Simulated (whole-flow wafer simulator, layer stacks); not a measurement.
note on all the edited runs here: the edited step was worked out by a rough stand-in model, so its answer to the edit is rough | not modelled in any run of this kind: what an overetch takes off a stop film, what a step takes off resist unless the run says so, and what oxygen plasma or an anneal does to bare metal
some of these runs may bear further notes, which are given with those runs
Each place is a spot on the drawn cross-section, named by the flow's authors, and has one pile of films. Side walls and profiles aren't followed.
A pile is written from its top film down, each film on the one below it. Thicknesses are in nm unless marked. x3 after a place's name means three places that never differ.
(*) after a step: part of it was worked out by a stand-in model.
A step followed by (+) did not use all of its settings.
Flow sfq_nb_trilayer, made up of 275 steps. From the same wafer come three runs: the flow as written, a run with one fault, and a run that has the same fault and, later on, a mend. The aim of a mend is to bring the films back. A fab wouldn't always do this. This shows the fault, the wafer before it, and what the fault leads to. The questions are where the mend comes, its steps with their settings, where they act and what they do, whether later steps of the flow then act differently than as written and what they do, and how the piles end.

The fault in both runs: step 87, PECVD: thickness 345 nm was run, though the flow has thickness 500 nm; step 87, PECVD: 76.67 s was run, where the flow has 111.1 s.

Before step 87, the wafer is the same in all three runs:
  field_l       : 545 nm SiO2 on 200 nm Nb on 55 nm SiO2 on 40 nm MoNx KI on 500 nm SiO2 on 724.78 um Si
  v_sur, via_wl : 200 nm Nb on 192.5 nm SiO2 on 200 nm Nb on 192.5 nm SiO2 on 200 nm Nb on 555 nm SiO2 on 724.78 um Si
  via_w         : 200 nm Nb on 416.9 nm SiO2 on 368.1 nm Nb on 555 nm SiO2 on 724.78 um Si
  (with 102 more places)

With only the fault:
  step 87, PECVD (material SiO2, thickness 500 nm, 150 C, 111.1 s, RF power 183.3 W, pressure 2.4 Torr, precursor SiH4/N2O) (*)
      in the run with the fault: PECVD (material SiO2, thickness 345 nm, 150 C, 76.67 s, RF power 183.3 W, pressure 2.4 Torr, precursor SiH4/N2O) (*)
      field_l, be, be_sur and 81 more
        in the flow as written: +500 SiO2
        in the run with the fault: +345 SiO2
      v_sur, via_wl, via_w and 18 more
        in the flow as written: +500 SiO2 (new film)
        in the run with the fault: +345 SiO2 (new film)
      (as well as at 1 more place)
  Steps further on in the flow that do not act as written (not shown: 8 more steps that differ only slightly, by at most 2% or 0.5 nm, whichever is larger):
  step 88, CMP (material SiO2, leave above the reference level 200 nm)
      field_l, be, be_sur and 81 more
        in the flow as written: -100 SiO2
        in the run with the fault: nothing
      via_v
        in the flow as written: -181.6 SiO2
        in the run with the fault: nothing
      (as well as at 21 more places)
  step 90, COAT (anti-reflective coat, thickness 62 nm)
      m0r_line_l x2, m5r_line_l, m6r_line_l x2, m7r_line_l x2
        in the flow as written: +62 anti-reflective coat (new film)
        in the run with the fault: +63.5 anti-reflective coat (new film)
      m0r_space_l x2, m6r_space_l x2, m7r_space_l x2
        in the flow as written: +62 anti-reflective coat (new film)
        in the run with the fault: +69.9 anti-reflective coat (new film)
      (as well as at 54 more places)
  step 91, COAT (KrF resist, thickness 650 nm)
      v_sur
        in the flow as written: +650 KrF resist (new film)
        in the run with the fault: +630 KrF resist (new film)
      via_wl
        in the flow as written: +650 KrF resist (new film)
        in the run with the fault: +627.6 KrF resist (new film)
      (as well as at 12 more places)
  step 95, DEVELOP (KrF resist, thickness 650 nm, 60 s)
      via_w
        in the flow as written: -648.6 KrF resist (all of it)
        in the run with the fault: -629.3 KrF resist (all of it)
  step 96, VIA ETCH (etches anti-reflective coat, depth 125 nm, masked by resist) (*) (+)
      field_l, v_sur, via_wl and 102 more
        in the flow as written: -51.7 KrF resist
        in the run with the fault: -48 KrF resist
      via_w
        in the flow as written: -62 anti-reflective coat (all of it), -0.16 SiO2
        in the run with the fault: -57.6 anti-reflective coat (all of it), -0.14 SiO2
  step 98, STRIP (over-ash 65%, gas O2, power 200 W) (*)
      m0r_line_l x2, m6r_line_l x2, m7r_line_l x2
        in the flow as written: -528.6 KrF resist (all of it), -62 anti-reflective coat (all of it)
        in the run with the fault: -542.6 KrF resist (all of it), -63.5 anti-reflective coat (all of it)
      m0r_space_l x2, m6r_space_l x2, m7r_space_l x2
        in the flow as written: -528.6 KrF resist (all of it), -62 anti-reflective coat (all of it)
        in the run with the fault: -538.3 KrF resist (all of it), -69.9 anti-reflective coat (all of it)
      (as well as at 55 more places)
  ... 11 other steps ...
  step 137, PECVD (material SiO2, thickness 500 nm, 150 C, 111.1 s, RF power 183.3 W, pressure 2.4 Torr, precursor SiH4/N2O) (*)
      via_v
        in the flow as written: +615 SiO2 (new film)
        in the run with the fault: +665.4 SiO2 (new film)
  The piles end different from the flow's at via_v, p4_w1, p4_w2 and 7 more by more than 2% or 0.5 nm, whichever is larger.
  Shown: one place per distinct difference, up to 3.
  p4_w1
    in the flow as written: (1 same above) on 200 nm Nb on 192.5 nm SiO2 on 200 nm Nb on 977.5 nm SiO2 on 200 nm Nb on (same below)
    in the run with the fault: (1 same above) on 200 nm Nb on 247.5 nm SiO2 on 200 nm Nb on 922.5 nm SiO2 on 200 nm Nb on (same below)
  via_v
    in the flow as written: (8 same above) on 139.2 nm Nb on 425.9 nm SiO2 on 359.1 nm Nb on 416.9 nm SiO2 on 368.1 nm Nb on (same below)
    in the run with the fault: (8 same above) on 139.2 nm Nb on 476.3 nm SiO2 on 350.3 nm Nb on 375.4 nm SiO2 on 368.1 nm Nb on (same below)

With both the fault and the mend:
  The mend stands after step 87.
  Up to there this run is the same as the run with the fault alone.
  step 87a, PECVD (material SiO2, thickness 155 nm, 150 C, 34.44 s, RF power 183.3 W, pressure 2.4 Torr, precursor SiH4/N2O) (the flow's step 87 again, with other settings)
      field_l, v_sur, via_wl and 102 more
        +155 SiO2
      via_v
        +146.3 SiO2
  Steps further on in the flow that do not act as written:
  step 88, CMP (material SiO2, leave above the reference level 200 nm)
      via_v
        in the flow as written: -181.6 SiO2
        in the run with the mend: -104.8 SiO2
  By the end, the piles equal the flow's at every place that both follow.
